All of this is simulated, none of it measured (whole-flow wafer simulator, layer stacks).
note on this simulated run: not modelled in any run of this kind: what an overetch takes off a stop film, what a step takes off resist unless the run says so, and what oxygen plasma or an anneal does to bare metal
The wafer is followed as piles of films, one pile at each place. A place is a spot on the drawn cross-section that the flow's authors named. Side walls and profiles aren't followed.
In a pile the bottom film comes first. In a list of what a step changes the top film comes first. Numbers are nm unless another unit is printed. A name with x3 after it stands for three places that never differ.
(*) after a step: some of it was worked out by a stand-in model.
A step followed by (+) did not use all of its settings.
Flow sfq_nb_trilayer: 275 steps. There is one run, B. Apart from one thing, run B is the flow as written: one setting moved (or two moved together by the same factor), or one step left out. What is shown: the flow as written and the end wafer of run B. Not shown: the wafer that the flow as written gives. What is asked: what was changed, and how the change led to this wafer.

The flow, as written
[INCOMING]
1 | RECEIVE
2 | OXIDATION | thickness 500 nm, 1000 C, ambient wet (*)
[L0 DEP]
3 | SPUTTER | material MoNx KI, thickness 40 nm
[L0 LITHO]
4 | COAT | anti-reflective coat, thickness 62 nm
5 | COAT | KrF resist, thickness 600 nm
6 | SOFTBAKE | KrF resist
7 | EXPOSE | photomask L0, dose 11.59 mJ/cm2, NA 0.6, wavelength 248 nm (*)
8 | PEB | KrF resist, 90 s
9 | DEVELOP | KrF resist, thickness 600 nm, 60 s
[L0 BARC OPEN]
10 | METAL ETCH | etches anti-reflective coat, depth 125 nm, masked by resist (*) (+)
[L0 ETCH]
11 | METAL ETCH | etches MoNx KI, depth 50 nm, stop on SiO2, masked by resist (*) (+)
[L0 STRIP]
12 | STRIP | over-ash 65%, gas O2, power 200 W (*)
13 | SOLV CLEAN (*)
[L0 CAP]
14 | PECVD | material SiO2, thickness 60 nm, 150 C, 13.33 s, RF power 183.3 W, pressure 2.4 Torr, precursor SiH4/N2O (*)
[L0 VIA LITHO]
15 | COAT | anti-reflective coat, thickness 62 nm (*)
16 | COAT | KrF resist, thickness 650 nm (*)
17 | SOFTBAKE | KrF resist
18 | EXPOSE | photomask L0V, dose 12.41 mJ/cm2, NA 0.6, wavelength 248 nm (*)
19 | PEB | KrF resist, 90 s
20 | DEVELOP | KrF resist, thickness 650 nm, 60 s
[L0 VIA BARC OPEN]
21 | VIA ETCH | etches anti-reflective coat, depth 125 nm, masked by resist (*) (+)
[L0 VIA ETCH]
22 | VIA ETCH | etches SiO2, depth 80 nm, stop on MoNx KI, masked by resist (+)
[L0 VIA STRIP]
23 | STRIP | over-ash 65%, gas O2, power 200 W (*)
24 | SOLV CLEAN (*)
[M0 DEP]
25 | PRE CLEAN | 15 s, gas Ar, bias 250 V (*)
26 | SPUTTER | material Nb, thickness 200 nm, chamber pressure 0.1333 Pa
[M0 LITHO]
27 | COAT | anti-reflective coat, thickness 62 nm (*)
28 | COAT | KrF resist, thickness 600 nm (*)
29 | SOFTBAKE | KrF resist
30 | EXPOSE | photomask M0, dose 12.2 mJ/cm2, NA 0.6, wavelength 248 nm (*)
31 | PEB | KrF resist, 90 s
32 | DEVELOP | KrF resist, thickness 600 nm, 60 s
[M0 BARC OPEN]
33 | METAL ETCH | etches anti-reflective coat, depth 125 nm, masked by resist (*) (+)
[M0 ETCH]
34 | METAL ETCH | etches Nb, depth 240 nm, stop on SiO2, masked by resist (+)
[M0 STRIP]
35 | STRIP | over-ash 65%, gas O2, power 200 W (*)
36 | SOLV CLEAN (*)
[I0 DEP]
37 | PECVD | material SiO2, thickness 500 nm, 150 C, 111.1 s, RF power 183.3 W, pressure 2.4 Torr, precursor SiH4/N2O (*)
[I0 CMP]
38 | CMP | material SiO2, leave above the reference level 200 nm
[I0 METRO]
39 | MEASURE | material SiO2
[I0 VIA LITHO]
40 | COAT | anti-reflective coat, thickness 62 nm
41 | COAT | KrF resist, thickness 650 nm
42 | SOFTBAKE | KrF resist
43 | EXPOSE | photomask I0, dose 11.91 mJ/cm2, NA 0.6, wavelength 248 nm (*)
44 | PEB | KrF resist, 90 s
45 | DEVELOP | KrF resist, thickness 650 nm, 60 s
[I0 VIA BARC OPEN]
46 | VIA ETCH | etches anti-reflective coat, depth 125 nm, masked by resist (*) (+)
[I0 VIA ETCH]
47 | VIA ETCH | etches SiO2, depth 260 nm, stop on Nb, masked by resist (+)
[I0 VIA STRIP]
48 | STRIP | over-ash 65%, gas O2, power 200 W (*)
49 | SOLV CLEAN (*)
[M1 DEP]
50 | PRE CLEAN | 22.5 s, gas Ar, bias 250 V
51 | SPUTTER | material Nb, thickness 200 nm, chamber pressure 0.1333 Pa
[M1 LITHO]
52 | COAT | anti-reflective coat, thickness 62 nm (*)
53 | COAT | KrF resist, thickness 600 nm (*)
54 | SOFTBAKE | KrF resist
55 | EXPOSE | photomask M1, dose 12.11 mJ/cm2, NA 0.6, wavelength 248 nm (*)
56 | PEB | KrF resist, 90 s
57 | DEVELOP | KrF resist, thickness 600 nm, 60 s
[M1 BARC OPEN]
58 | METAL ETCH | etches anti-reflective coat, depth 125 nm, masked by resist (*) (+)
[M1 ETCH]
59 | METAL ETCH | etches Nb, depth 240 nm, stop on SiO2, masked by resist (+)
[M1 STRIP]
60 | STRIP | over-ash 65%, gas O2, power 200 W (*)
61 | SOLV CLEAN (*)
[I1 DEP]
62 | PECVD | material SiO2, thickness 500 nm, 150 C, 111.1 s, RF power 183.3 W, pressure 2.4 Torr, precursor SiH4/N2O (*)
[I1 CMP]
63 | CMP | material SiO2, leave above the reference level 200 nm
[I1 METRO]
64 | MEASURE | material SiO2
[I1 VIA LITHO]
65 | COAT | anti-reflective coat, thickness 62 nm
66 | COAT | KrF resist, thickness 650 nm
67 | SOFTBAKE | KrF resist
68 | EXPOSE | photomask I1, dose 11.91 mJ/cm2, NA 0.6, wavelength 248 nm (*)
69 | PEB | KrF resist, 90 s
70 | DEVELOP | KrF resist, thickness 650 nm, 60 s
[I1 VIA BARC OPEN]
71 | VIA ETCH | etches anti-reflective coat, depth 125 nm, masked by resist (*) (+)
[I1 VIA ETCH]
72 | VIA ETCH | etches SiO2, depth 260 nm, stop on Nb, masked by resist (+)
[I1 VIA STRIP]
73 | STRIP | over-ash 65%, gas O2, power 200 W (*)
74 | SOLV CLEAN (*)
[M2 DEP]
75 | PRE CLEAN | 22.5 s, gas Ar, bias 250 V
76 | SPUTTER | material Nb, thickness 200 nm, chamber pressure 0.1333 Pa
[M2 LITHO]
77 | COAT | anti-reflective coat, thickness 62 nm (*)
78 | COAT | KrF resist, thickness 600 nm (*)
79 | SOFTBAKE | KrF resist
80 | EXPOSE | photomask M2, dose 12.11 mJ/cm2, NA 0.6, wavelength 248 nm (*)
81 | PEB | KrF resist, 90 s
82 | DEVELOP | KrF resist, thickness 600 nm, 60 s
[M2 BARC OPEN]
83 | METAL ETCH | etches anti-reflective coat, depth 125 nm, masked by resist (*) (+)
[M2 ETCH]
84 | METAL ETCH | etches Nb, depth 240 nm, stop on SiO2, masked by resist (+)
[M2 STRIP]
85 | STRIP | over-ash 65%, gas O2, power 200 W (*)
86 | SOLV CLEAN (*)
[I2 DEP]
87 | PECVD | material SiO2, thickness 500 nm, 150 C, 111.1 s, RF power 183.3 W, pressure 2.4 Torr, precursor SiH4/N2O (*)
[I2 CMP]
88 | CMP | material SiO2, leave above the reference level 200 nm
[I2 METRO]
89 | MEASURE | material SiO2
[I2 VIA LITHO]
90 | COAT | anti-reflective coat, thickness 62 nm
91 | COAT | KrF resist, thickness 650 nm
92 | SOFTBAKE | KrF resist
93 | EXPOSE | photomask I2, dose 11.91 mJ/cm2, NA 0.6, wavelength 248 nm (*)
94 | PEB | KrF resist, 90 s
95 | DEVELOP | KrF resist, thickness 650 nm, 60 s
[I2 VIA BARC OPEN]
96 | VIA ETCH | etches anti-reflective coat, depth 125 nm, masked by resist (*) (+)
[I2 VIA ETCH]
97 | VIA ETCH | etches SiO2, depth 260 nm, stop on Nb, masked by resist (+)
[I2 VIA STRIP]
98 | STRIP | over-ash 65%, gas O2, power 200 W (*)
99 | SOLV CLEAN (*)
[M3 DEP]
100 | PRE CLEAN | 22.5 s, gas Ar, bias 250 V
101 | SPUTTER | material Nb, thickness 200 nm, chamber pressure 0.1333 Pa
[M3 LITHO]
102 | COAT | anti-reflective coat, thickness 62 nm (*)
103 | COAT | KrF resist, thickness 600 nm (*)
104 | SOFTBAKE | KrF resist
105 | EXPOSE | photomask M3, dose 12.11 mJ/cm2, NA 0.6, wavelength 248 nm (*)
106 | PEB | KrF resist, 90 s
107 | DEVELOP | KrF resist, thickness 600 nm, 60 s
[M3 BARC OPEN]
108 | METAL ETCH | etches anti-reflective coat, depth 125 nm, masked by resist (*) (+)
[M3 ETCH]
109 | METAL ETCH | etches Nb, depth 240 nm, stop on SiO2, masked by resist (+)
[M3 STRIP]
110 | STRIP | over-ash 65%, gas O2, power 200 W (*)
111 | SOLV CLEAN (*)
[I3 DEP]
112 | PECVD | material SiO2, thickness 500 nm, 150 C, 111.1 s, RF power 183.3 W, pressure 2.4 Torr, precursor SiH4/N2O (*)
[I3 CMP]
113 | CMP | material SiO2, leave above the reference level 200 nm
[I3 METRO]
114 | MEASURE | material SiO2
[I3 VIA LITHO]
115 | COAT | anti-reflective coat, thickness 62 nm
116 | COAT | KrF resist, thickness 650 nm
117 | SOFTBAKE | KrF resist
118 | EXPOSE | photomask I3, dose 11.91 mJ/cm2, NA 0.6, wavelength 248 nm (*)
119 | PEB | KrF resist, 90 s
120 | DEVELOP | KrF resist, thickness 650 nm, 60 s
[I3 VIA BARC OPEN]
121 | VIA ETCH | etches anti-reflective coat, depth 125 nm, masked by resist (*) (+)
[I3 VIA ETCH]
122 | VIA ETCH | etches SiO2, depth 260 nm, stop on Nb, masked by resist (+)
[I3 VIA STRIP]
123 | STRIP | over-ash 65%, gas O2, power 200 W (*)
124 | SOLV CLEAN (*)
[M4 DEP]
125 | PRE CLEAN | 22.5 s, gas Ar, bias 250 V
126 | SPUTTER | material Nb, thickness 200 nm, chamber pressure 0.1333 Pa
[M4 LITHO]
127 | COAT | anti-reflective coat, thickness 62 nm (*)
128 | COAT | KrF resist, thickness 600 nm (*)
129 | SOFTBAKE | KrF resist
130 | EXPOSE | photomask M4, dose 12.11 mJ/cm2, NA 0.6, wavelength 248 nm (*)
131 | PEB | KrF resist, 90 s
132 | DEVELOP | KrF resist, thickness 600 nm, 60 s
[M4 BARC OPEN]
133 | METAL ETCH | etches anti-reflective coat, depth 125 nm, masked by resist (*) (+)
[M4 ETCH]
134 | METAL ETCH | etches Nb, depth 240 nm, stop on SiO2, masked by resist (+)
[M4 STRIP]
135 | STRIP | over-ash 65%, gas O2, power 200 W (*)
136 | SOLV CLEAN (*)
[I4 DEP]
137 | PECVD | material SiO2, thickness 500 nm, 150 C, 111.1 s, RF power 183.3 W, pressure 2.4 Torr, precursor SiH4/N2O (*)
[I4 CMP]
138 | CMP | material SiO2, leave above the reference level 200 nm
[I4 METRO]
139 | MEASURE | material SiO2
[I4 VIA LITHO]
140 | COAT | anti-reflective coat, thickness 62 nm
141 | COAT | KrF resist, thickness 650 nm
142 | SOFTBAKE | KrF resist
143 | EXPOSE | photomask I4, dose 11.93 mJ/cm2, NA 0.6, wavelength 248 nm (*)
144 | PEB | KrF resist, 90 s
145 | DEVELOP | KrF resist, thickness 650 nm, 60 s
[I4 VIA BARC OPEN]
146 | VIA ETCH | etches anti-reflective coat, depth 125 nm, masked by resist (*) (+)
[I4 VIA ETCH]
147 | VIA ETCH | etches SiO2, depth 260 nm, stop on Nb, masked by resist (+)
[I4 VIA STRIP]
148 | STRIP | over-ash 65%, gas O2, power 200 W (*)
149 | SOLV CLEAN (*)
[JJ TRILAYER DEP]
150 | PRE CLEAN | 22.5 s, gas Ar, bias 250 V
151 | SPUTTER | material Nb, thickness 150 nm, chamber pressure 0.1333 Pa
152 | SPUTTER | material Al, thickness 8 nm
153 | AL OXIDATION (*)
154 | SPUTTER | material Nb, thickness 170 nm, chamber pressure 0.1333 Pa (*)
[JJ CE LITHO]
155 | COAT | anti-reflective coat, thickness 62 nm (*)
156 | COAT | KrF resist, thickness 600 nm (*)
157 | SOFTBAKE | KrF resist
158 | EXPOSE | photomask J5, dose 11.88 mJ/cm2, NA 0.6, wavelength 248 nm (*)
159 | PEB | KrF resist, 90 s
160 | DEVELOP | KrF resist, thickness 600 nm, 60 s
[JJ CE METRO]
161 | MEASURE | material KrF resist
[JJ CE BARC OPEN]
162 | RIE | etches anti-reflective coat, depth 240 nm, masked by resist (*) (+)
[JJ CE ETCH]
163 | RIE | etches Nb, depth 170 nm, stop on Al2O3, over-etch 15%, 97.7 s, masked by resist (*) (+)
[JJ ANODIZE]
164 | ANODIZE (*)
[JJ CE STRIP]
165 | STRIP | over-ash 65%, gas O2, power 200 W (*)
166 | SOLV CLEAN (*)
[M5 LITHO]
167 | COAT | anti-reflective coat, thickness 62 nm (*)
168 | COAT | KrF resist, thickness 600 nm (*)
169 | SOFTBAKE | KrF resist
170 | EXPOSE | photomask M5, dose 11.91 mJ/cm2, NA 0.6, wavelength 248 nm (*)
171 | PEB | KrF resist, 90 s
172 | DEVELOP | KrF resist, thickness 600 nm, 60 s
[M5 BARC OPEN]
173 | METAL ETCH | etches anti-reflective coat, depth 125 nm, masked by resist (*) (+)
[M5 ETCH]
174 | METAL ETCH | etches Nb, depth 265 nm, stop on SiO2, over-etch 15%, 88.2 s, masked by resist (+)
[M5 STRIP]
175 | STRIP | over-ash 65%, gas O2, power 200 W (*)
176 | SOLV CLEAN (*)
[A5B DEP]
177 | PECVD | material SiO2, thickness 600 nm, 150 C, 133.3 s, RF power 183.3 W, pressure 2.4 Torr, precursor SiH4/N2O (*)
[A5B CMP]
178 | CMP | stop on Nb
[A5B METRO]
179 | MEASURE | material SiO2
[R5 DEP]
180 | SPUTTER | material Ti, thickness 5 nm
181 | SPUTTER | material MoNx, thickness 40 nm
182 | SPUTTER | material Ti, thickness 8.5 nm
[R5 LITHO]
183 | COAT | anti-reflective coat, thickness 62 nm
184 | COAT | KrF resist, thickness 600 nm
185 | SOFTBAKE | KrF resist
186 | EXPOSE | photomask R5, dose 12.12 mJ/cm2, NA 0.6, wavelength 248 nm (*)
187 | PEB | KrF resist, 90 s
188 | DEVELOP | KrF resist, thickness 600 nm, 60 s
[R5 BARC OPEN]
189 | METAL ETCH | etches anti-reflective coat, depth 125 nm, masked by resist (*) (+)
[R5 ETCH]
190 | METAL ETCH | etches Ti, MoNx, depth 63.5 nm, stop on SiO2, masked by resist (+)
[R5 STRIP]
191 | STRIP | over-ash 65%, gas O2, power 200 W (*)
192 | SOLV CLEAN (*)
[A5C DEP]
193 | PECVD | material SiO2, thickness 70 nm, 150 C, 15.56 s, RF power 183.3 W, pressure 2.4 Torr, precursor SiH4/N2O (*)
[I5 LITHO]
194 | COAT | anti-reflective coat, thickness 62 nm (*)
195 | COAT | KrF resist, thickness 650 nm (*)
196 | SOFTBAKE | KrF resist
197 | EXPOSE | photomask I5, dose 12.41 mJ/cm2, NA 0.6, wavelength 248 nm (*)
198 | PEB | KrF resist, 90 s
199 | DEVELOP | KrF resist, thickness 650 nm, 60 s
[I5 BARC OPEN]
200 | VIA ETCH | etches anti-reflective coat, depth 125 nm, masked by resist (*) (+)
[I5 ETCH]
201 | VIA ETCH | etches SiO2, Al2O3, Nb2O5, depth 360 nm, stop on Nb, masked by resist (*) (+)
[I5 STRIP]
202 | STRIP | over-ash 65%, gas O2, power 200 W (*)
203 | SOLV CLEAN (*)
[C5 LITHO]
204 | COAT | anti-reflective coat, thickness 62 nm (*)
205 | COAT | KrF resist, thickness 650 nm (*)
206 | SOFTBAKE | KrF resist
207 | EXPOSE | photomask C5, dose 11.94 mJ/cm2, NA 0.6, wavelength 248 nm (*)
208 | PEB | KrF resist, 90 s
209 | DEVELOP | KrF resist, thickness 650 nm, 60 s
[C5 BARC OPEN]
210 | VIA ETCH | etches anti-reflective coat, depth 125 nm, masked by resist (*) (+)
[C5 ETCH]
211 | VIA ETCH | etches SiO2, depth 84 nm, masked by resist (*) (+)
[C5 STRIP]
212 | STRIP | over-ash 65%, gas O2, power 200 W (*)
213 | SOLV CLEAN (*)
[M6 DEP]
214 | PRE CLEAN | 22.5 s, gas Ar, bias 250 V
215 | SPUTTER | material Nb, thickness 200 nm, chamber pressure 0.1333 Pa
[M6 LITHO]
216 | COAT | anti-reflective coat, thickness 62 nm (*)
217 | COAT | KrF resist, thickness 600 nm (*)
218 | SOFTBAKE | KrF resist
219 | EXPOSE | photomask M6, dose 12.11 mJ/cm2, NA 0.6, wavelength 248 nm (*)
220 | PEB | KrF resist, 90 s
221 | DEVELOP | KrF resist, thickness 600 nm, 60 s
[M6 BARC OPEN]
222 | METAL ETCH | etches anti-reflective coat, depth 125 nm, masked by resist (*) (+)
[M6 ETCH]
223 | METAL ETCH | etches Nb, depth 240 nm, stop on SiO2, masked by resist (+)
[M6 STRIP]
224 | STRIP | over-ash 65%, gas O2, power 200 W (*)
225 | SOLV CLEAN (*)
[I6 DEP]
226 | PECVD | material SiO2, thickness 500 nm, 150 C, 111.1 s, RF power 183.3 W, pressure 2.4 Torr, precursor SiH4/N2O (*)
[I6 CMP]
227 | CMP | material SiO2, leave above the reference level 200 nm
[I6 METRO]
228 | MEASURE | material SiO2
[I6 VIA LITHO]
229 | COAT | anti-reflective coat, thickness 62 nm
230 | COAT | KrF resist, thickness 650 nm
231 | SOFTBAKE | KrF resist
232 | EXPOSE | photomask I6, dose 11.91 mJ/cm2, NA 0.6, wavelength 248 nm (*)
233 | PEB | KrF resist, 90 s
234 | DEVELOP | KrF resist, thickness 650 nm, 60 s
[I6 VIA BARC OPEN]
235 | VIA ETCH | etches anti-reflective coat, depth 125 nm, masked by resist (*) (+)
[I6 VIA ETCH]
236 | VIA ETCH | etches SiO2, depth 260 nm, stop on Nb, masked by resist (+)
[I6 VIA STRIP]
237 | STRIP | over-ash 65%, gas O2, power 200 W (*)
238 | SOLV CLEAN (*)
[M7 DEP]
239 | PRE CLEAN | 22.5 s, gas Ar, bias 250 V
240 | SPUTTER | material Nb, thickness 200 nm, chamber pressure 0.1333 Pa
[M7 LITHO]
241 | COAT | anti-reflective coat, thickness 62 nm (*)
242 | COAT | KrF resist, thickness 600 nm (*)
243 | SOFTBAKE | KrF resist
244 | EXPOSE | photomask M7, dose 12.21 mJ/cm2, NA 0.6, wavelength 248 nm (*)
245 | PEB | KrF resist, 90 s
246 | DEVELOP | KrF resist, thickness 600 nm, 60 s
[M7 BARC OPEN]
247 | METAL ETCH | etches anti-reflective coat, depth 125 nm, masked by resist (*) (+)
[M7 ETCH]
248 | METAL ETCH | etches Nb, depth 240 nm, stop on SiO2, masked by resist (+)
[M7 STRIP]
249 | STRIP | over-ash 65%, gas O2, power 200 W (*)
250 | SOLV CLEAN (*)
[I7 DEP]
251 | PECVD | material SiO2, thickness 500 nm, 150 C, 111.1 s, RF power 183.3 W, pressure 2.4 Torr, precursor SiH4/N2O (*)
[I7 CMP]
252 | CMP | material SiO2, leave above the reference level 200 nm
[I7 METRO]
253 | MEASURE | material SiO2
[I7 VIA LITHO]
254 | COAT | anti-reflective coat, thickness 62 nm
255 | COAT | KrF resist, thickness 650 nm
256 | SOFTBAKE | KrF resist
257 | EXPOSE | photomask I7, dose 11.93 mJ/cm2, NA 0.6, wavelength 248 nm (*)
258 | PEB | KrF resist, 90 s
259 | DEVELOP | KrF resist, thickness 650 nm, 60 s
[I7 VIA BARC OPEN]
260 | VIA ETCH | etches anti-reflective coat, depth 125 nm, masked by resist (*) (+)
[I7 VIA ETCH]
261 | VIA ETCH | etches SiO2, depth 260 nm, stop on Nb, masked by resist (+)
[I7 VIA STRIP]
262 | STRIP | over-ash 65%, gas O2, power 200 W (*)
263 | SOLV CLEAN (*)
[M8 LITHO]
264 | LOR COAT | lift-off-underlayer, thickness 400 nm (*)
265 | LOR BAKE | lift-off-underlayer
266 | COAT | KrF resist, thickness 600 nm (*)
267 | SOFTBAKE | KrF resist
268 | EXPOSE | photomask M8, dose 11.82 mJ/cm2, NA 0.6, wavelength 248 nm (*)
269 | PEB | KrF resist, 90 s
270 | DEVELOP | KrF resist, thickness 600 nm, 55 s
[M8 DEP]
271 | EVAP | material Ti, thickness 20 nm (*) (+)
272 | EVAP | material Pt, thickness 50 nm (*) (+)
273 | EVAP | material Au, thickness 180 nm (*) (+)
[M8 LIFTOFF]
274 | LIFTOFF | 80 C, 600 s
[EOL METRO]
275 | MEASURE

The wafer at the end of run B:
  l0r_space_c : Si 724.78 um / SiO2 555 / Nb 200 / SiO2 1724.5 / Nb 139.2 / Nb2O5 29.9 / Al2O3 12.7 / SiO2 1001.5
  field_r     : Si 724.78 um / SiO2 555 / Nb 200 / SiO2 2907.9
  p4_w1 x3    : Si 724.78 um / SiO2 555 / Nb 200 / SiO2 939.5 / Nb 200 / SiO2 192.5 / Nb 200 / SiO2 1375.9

The reason: step 51, SPUTTER: thickness 162 nm was run, whereas the flow has thickness 200 nm.

The path from the change to this, step by step:
  51 | SPUTTER | material Nb, thickness 200 nm, chamber pressure 0.1333 Pa
      field_l, v_sur, via_wl and 102 more: Nb gains 162 (new film) (in the flow as written it would be: Nb gains 200 (new film))
      via_w: Nb gains 141.9 (in the flow as written it would be: Nb gains 174.5)
  52 | COAT | anti-reflective coat, thickness 62 nm (*)
      via_wr: anti-reflective coat gains 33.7 (new film) (in the flow as written it would be: anti-reflective coat gains 34.9 (new film))
  59 | METAL ETCH | etches Nb, depth 240 nm, stop on SiO2, masked by resist (+)
      field_l, be, be_sur and 79 more: Nb loses 162 (all of it) (in the flow as written it would be: Nb loses 200 (all of it))
  60 | STRIP | over-ash 65%, gas O2, power 200 W (*)
      via_wr: KrF resist loses 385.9 (all of it), anti-reflective coat loses 33.7 (all of it) (in the flow as written it would be: KrF resist loses 384.4 (all of it), anti-reflective coat loses 34.9 (all of it))
  62 | PECVD | material SiO2, thickness 500 nm, 150 C, 111.1 s, RF power 183.3 W, pressure 2.4 Torr, precursor SiH4/N2O (*)
      wl_d_sl, wl_d_sr: SiO2 gains 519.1 (in the flow as written it would be: SiO2 gains 557.1)
  63 | CMP | material SiO2, leave above the reference level 200 nm
      field_l, be, be_sur and 72 more: SiO2 loses 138 (in the flow as written it would be: SiO2 loses 100)
      lsp_m, ln_m6, lsp_r, l0_sur, l0v: SiO2 loses 138 (in the flow as written it would be: SiO2 loses 94.9)
      (as well as at 1 more place)
